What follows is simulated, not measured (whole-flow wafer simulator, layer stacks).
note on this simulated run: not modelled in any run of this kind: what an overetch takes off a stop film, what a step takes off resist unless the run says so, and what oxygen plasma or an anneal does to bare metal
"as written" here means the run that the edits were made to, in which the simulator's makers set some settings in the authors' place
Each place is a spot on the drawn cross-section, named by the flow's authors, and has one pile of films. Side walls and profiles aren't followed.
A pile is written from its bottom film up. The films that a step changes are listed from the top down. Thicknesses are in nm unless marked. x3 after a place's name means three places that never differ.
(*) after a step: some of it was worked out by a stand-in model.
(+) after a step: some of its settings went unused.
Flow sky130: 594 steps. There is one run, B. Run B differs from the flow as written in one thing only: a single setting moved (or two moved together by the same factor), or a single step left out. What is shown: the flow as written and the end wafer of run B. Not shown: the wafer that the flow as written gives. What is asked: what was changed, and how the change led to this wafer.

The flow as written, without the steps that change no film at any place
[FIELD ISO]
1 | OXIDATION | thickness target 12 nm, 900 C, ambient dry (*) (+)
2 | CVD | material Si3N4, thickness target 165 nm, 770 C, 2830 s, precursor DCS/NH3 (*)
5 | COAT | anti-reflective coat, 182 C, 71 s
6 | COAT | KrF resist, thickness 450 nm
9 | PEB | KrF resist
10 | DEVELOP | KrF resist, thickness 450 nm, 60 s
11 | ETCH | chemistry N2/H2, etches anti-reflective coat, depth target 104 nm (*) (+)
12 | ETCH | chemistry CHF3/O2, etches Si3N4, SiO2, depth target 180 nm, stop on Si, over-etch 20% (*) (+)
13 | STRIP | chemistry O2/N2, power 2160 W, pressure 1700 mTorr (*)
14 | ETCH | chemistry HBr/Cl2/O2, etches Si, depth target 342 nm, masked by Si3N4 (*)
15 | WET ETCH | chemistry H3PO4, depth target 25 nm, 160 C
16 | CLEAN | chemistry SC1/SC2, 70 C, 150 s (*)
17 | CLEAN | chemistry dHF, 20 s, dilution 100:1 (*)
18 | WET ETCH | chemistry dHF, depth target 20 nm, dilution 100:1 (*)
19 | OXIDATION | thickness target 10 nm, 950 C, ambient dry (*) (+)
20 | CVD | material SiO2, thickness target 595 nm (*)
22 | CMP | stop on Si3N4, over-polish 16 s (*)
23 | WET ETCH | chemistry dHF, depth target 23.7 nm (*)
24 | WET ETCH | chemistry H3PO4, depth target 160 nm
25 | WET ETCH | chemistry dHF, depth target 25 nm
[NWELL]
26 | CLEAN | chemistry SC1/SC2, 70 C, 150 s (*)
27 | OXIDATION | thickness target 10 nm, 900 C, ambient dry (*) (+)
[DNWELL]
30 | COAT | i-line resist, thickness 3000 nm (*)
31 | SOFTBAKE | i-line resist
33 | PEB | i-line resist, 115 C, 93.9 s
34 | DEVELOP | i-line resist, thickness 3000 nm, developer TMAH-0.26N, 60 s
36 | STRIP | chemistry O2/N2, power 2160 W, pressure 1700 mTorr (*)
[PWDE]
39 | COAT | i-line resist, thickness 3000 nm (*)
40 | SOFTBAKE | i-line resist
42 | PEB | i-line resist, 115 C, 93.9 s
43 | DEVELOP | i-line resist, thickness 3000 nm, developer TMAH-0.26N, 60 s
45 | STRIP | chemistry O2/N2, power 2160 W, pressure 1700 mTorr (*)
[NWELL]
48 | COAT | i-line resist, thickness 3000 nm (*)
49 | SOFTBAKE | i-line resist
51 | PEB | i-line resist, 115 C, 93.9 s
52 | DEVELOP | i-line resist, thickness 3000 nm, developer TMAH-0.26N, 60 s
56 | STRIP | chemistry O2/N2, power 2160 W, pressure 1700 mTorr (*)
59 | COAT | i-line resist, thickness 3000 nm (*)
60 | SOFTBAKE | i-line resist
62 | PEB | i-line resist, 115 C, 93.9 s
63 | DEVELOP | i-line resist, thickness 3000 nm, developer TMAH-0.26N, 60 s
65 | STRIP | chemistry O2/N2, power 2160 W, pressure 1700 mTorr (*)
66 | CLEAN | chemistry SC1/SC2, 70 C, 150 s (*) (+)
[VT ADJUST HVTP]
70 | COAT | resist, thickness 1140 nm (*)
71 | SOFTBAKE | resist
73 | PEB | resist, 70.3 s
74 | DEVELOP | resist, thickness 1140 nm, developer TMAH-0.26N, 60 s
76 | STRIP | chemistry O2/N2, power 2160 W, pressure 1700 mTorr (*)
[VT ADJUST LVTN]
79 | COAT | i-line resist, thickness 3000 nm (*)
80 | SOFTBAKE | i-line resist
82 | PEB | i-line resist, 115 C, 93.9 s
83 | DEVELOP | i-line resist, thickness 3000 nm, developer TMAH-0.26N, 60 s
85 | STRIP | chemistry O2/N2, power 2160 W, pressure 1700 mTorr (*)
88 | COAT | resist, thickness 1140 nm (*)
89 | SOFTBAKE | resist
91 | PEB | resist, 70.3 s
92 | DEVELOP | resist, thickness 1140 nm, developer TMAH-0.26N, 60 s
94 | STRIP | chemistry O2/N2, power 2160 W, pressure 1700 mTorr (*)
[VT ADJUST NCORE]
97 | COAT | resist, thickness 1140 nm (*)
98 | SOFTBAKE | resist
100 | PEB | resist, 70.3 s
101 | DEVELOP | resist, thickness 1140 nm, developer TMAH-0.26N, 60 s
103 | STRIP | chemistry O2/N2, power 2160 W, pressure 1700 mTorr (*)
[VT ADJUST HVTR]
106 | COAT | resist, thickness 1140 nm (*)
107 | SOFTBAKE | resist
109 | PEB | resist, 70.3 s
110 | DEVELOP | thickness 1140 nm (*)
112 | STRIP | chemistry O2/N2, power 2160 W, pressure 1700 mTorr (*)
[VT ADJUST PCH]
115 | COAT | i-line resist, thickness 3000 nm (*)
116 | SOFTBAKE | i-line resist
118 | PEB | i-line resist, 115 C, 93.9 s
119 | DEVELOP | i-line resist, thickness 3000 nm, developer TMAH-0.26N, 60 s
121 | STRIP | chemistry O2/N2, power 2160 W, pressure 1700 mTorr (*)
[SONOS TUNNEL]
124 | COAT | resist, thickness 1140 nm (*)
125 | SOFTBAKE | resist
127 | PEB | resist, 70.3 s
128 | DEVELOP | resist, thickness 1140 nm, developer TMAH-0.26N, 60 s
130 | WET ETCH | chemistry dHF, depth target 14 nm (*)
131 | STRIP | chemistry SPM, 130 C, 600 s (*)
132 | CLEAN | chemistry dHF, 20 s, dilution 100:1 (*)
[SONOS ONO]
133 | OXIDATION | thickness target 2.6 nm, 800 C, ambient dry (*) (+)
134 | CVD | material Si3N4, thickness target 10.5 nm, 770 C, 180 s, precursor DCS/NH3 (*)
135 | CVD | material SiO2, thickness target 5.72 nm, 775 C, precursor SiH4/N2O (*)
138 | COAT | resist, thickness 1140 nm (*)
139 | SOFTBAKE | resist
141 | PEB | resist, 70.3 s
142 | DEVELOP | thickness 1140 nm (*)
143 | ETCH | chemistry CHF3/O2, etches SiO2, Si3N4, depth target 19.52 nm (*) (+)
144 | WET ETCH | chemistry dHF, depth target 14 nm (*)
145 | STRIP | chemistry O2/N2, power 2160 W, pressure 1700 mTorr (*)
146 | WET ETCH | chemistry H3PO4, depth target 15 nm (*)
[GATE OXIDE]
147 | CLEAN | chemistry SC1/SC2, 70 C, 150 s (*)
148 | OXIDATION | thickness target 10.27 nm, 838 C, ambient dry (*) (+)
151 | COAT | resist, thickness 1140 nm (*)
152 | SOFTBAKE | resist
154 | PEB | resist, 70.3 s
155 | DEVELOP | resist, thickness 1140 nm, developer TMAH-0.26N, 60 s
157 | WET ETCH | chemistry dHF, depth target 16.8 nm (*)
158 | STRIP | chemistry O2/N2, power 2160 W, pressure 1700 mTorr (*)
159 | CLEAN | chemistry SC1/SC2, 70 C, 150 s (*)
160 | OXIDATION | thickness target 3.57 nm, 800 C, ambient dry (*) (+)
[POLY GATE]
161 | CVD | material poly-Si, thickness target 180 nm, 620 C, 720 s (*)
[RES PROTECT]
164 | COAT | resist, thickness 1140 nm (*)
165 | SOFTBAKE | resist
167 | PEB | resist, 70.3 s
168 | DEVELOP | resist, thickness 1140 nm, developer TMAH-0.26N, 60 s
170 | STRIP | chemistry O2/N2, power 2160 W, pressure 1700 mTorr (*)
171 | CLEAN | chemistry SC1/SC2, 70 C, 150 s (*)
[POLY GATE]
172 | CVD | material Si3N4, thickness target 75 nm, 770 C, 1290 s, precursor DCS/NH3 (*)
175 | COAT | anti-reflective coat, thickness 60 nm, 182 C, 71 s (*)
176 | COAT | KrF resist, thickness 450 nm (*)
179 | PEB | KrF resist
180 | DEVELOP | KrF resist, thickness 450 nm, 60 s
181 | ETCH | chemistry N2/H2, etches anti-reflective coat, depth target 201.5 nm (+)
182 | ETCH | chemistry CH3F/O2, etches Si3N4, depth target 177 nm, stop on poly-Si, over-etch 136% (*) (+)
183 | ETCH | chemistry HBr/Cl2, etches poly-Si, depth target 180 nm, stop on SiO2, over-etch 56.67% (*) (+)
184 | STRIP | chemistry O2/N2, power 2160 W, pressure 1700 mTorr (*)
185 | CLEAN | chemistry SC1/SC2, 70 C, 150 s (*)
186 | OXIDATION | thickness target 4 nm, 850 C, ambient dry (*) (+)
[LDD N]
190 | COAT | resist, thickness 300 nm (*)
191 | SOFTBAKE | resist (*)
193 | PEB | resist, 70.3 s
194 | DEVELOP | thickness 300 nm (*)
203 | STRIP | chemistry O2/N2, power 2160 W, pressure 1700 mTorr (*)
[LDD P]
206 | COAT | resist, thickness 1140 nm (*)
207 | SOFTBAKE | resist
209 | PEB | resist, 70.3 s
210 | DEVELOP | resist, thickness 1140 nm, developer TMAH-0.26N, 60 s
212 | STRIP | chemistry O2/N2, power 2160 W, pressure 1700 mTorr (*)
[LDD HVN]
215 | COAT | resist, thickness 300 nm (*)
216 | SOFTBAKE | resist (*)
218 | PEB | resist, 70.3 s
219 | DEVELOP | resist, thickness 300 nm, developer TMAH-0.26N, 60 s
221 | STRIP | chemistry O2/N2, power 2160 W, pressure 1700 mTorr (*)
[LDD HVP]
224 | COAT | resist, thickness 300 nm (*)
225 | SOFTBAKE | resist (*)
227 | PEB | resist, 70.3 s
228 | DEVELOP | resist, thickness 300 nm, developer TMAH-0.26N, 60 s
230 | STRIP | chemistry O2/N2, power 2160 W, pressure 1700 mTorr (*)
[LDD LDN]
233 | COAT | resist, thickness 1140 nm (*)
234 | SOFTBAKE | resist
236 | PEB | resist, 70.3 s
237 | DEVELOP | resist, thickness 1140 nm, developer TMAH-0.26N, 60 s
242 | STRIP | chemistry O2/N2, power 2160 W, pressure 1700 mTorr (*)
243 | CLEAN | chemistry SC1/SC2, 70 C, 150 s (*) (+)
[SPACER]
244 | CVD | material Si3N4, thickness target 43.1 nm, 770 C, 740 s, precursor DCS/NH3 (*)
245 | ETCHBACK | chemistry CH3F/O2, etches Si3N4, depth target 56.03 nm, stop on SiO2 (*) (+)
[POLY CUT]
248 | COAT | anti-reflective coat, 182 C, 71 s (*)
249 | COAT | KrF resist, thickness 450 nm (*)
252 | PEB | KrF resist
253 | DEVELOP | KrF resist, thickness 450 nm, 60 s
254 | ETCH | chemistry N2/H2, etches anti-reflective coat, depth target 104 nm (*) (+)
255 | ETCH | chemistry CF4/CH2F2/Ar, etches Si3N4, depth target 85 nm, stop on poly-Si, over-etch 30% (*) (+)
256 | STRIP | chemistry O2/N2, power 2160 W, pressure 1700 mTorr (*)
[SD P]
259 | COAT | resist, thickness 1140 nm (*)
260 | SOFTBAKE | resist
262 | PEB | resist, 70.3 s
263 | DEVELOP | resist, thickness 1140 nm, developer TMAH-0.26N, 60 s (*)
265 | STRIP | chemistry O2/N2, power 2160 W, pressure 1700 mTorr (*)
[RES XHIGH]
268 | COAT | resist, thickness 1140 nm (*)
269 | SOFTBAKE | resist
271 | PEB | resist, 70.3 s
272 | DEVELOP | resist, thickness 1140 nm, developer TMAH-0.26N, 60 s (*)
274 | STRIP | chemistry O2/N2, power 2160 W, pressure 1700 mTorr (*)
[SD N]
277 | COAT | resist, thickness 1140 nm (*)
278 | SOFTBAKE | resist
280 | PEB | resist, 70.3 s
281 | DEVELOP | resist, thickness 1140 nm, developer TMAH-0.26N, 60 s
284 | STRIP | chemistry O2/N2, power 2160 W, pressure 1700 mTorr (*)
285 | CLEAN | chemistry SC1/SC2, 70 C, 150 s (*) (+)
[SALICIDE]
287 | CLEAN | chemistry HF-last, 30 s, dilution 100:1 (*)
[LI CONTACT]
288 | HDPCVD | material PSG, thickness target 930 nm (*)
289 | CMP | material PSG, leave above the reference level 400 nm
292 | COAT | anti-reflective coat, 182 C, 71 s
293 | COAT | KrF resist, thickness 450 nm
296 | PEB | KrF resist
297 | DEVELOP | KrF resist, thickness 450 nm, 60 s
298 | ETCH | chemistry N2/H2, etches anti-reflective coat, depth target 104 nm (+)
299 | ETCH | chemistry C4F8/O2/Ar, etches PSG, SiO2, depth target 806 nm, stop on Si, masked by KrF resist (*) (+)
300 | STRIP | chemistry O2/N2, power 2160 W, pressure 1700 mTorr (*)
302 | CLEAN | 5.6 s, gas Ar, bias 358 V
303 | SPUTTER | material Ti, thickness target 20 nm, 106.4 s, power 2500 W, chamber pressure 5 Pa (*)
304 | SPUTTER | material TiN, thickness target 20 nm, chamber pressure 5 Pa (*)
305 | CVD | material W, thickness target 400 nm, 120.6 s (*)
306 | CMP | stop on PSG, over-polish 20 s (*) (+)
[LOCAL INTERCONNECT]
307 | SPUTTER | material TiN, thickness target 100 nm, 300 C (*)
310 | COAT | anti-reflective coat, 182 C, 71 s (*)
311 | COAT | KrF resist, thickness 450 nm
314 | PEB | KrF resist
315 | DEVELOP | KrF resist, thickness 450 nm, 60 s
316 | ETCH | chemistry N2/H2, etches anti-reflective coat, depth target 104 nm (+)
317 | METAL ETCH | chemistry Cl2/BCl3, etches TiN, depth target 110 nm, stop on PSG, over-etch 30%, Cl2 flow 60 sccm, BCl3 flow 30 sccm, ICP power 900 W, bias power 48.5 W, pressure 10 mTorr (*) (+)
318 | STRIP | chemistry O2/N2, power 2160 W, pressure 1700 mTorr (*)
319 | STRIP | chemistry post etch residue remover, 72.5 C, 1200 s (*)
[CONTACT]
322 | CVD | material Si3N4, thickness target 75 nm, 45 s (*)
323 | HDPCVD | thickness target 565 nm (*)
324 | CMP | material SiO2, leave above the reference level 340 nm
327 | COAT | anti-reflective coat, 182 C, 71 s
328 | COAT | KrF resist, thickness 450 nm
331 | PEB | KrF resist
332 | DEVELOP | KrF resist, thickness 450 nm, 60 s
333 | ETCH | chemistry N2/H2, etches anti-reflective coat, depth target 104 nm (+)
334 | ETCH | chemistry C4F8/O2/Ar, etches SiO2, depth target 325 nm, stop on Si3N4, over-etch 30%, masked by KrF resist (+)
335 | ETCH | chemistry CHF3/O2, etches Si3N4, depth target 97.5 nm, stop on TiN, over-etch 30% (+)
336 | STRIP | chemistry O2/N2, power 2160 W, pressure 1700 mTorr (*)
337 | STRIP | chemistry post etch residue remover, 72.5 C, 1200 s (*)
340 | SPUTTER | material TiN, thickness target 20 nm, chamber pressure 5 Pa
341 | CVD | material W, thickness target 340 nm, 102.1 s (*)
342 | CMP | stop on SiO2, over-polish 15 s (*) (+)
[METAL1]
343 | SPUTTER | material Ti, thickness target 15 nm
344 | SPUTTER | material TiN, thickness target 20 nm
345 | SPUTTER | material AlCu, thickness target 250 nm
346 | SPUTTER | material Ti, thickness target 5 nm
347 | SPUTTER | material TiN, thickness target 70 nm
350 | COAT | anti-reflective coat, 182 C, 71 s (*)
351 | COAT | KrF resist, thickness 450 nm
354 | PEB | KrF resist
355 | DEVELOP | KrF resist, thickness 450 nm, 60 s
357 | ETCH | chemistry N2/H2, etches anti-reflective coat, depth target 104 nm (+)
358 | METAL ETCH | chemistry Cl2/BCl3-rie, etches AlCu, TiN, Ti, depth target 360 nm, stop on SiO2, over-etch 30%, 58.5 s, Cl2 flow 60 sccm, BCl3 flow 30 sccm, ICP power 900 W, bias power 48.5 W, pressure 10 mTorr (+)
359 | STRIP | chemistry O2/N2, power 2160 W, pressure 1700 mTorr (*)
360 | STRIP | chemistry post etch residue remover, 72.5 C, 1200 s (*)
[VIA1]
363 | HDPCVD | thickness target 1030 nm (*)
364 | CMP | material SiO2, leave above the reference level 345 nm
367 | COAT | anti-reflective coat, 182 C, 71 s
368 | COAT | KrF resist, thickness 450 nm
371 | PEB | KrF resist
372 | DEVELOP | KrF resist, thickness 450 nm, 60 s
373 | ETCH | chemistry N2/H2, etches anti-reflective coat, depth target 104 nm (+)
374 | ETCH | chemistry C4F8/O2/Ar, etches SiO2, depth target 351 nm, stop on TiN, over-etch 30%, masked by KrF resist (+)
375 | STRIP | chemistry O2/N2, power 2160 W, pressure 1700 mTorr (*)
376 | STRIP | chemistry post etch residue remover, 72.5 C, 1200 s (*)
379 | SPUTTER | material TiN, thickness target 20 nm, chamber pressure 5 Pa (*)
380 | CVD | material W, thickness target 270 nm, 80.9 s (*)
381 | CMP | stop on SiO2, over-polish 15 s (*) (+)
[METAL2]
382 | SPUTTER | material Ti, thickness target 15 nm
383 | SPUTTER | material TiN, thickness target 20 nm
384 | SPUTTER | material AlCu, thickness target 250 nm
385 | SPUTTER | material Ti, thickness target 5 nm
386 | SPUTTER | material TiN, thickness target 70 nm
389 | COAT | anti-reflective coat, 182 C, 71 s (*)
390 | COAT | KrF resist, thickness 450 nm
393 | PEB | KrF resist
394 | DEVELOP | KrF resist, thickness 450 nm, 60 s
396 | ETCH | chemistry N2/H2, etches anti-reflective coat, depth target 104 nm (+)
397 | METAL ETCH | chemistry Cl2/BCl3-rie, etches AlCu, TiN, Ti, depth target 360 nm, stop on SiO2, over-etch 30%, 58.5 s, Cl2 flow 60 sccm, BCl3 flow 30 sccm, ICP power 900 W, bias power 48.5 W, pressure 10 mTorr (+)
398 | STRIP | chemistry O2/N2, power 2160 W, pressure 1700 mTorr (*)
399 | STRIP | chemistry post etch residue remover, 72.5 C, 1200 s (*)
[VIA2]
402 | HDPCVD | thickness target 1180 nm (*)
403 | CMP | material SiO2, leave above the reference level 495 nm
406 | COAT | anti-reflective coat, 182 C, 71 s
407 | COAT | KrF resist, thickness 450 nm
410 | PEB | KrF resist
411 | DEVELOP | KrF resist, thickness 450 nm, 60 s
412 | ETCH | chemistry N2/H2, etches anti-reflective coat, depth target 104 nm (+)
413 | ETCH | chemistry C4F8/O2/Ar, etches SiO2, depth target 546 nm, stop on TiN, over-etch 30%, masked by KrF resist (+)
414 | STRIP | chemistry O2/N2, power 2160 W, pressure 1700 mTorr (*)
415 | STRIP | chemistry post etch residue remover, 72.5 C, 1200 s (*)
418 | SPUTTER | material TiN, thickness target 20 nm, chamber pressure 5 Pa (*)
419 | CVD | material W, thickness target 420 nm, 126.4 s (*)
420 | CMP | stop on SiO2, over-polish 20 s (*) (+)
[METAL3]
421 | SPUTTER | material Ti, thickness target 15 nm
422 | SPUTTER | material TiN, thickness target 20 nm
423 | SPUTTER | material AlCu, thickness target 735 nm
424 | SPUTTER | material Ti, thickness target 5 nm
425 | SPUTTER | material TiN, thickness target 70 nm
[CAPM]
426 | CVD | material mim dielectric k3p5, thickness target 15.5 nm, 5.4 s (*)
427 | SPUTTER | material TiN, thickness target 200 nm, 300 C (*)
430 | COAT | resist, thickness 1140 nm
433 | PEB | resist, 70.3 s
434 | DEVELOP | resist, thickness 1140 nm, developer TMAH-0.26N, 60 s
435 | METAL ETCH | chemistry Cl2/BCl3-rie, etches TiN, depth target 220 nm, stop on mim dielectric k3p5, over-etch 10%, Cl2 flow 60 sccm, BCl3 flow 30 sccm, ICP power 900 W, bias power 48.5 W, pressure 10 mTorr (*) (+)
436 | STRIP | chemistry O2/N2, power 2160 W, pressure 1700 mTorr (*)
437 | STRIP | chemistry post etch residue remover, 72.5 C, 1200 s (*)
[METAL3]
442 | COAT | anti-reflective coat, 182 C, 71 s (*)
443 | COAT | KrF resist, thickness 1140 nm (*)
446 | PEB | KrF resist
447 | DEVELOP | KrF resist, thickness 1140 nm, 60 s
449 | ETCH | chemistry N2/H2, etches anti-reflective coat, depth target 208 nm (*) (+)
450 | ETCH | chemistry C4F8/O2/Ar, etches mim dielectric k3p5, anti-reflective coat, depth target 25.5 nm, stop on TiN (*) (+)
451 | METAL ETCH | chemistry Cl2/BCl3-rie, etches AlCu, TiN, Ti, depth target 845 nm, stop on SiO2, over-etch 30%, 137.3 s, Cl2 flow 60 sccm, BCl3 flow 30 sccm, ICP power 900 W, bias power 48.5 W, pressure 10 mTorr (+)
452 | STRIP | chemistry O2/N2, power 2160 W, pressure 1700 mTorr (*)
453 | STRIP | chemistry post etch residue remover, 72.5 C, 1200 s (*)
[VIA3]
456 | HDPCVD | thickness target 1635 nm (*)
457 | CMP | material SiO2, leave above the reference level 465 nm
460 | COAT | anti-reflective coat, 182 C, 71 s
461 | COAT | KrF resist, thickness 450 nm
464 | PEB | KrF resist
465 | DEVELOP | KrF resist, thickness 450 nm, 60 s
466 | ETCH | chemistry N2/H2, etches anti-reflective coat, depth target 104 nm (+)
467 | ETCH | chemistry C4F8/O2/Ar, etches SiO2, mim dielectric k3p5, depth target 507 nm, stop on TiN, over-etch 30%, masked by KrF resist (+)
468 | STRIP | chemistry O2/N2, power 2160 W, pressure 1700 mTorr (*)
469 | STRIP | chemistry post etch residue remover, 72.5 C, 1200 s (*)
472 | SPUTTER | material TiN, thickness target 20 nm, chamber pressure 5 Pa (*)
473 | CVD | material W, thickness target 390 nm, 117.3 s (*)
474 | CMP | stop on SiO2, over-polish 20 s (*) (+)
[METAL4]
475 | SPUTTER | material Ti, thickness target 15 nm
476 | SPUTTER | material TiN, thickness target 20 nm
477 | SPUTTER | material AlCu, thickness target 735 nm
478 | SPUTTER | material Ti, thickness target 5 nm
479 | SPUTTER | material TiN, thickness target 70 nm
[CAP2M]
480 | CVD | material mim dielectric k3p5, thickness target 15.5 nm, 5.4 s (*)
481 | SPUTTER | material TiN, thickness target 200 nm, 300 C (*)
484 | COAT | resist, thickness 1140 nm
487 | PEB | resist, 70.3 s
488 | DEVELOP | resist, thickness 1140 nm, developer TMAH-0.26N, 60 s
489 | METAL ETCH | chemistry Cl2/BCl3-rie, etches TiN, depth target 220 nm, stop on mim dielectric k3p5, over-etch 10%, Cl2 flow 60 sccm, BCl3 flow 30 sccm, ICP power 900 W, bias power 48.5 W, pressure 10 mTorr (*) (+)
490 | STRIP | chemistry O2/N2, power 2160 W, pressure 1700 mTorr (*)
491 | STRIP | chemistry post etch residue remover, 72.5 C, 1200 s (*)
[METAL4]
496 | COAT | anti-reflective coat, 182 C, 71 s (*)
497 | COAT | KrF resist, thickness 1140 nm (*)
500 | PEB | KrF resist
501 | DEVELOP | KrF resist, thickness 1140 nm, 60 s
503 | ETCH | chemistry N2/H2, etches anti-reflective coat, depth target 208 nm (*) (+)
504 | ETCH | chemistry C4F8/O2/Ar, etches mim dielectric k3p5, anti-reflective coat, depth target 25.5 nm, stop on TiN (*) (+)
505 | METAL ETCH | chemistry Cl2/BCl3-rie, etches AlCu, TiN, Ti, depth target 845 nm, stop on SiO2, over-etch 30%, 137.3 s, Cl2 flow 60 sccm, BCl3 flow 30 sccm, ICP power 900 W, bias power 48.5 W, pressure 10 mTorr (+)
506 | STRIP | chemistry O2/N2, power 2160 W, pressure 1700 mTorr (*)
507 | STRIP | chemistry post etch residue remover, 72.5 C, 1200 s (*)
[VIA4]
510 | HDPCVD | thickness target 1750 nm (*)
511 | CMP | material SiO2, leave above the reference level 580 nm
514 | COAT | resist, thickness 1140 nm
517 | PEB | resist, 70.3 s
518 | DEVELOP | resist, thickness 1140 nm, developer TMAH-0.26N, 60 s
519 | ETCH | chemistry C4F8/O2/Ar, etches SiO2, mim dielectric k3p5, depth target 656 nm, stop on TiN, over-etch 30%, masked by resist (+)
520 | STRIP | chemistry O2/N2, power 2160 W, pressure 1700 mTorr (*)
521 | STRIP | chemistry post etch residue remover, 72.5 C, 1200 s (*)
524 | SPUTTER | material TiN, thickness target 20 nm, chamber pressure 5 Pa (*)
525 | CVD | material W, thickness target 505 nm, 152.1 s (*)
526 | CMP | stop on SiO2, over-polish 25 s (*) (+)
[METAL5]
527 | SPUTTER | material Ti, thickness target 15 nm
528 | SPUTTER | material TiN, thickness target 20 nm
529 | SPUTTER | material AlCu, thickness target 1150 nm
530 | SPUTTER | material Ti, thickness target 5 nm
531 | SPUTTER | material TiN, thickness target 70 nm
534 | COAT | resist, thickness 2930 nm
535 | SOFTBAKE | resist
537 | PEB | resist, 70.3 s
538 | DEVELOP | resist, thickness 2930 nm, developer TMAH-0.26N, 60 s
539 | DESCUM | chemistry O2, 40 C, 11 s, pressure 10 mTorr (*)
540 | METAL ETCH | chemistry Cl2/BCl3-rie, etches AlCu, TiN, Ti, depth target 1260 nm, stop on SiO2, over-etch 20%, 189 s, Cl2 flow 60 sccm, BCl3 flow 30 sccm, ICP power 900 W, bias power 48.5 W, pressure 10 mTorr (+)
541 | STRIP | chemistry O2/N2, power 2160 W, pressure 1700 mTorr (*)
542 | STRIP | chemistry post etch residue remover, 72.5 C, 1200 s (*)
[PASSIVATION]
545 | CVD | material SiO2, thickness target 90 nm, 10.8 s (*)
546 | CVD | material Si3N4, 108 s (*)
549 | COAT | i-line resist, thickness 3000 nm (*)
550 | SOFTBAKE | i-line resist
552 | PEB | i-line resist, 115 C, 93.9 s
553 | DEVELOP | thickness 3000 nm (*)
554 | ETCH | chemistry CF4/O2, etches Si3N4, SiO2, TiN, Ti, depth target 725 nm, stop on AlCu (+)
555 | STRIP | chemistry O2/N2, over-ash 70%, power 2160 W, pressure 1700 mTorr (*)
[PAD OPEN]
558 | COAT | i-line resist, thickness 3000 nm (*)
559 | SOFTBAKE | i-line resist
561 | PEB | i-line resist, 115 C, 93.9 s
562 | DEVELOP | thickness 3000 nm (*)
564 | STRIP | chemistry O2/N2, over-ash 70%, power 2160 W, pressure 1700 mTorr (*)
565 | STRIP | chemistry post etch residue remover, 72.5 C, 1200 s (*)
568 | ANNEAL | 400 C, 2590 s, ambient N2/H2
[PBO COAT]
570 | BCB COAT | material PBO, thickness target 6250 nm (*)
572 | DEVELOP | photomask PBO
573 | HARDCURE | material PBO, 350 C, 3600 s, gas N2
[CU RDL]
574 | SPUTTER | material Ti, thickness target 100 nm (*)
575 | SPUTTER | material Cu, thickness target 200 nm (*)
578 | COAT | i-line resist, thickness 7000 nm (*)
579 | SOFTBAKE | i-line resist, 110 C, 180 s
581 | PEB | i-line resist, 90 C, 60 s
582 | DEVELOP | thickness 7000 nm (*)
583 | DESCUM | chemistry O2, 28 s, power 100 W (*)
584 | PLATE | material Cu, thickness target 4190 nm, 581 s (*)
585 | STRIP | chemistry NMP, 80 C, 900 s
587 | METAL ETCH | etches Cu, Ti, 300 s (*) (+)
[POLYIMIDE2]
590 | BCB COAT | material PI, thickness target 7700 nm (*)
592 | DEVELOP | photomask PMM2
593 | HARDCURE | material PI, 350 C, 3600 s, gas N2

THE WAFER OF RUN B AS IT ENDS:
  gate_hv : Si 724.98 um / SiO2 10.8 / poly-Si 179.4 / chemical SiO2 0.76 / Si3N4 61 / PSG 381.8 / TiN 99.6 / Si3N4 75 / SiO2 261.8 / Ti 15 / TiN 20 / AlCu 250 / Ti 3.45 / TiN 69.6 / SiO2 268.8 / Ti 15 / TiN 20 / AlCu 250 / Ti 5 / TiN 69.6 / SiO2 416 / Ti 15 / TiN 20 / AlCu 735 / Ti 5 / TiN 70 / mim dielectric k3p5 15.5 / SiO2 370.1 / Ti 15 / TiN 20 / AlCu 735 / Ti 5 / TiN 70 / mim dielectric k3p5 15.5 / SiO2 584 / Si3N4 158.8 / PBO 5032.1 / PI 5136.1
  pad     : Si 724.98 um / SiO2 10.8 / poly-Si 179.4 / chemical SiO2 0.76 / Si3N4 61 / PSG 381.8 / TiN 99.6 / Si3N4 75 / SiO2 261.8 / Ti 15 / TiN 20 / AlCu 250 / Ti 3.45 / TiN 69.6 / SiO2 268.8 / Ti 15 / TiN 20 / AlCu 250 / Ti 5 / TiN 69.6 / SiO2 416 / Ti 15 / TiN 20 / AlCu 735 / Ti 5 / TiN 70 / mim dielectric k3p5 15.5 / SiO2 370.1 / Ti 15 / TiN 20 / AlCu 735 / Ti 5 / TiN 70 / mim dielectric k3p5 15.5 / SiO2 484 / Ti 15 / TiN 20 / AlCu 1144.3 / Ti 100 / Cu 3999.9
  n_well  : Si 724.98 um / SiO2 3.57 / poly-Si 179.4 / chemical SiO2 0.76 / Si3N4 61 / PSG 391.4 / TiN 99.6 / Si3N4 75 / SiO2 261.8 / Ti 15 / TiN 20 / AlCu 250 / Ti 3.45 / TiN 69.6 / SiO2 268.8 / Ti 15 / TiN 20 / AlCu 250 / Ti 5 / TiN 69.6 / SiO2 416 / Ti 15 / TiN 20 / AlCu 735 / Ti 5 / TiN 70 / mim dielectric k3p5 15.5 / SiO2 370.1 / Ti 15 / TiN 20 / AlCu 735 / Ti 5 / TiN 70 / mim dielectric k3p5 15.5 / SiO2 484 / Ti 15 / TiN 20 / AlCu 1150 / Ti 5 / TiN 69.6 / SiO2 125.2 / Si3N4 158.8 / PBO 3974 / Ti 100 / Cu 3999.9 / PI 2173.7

What caused this: step 346, SPUTTER: thickness target 3.45 nm was run, whereas the flow has thickness target 5 nm.
The wafer lets one read it off: gate_hv has Ti 3.45, and step 346 as written asks for 5 nm.

Step by step, how the change led to this:
  346 | SPUTTER | material Ti, thickness target 5 nm
      field, active, n_well and 188 more: +3.45 Ti (new film) (as written it would have been: +5 Ti (new film))
  358 | METAL ETCH | chemistry Cl2/BCl3-rie, etches AlCu, TiN, Ti, depth target 360 nm, stop on SiO2, over-etch 30%, 58.5 s, Cl2 flow 60 sccm, BCl3 flow 30 sccm, ICP power 900 W, bias power 48.5 W, pressure 10 mTorr (+)
      field, active, gate and 81 more: -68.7 TiN (all of it), -3.45 Ti (all of it), -250 AlCu (all of it), -20 TiN (all of it), -15 Ti (all of it), -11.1 SiO2 (as written it would have been: -68.7 TiN (all of it), -5 Ti (all of it), -250 AlCu (all of it), -20 TiN (all of it), -15 Ti (all of it), -10.9 SiO2)
